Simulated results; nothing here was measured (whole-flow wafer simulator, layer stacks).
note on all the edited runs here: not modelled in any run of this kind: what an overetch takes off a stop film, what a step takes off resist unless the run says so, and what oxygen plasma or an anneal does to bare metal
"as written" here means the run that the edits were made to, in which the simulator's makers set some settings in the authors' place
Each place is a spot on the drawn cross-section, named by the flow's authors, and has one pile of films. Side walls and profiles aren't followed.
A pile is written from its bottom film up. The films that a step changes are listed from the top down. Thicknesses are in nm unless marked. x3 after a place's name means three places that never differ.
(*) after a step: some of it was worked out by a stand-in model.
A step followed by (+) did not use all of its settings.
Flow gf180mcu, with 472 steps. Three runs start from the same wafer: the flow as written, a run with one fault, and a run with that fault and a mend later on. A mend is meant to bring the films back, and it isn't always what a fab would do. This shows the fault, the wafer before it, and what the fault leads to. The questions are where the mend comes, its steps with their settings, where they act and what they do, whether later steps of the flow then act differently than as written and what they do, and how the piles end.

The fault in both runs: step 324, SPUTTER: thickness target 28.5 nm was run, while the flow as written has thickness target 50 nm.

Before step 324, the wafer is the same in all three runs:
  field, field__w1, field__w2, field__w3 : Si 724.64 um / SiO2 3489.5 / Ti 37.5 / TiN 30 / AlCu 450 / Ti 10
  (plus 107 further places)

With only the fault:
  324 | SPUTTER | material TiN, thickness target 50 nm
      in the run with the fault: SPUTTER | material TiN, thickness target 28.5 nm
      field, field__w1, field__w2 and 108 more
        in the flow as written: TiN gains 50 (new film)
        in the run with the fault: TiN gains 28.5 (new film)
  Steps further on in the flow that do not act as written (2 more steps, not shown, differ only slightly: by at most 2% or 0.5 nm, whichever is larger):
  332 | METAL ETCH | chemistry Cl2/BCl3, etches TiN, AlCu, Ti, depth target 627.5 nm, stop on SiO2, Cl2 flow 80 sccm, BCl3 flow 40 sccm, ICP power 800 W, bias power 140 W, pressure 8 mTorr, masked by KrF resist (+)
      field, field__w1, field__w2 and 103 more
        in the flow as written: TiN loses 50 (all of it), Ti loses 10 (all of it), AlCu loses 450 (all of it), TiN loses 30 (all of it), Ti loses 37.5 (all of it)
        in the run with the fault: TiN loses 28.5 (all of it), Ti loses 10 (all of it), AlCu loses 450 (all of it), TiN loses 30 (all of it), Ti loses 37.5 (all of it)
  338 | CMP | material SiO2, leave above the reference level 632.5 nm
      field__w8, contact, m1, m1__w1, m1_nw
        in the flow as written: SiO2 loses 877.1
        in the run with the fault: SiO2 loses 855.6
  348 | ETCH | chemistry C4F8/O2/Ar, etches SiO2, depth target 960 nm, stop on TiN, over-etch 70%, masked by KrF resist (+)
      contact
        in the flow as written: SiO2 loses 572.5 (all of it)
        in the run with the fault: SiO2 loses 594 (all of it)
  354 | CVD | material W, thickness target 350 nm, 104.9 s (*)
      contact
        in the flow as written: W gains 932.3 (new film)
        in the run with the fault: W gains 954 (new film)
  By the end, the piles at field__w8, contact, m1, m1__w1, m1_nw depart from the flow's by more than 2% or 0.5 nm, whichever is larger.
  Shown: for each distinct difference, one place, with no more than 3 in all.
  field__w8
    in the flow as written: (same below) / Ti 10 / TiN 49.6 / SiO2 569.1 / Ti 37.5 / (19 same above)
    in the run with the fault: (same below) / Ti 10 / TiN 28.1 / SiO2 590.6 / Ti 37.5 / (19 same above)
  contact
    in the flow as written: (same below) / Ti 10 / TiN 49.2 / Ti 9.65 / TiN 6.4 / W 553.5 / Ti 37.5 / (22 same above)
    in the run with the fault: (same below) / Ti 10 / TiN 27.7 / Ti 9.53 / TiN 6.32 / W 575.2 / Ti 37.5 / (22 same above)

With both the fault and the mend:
  After step 324 comes the mend.
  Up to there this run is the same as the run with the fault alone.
  324a | SPUTTER | material TiN, thickness target 21.5 nm (the flow's step 324, run once more with other settings)
      field, field__w1, field__w2 and 108 more
        TiN gains 21.5
  Every later step of the flow that is run acts as written at every place that is followed.
  By the end, the piles equal the flow's at every place that both follow.
